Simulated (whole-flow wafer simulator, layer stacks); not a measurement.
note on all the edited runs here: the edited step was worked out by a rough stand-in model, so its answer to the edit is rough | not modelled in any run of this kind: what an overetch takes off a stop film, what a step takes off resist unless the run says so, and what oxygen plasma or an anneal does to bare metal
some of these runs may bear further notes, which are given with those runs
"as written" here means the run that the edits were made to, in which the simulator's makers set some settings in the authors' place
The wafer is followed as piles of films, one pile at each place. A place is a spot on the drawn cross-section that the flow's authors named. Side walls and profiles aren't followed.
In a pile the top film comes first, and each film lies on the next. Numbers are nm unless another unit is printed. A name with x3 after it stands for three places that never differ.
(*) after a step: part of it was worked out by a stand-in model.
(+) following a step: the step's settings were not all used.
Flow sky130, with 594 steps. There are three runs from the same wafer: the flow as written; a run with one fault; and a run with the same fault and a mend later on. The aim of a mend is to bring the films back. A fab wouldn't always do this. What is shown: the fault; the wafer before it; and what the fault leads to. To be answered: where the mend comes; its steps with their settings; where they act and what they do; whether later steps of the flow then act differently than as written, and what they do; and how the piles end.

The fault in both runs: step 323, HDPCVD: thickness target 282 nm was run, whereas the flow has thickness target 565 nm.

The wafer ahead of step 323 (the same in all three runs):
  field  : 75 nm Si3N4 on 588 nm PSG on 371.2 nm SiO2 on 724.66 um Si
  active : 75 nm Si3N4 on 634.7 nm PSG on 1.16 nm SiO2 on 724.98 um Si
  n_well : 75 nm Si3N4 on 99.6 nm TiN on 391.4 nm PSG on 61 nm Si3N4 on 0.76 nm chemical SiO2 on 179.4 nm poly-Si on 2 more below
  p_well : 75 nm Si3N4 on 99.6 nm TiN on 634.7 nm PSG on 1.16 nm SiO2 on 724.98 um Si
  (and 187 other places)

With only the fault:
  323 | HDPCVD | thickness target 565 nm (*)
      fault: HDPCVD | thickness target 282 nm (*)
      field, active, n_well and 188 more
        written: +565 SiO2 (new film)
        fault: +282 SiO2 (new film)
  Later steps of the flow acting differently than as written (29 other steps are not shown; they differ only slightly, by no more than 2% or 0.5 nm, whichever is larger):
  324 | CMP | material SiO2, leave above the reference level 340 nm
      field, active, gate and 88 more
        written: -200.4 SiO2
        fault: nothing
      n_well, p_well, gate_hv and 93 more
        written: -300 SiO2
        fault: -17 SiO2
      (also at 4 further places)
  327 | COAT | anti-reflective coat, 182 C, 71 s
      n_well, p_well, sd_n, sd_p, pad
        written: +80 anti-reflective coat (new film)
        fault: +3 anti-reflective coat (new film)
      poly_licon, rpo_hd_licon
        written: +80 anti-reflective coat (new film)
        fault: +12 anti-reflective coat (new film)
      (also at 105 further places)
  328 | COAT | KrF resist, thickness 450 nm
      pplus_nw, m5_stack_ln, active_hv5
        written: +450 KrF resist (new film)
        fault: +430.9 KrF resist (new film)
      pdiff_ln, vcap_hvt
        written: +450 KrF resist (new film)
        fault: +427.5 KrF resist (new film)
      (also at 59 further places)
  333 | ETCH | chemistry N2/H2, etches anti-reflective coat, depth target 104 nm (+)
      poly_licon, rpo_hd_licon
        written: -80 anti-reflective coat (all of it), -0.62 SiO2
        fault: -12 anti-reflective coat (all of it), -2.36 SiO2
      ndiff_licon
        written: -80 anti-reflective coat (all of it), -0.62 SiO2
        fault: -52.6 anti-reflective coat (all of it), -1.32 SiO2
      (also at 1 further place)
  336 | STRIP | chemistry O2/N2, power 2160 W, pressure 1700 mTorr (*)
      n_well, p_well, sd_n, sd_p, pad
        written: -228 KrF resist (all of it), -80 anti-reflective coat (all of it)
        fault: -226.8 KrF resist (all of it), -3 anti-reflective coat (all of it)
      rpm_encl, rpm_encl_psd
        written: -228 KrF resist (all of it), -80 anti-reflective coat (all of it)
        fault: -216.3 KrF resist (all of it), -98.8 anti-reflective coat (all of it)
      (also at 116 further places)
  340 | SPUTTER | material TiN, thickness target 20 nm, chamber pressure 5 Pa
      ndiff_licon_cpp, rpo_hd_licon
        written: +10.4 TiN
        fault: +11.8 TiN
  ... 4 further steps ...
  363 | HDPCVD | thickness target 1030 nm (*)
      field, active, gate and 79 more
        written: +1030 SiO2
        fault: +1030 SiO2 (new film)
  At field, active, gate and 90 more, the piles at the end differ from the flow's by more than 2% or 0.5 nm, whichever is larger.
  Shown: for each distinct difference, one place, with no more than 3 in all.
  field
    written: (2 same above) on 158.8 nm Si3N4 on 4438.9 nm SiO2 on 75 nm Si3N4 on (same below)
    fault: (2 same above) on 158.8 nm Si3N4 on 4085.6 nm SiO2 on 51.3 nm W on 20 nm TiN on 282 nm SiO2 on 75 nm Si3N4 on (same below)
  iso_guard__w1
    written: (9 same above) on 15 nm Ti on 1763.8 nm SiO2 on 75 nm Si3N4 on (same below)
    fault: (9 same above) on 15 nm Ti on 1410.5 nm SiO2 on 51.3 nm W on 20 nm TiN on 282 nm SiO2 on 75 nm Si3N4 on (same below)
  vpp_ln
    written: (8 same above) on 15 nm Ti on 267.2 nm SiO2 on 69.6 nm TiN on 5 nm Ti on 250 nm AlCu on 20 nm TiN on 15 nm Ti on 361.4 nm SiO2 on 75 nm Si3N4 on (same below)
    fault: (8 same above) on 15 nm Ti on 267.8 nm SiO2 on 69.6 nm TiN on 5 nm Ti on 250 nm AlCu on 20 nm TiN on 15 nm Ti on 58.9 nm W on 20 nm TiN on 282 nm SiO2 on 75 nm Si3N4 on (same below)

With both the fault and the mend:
  The mend follows step 323.
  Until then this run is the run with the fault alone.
  323a | HDPCVD | thickness target 283 nm (*) (the flow's step 323, run once more with other settings)
      field, active, n_well and 188 more
        +283 SiO2
  None of the later steps of the flow acts differently than as written at any place that is followed.
  At every place that both follow, the piles at the end match the flow's.
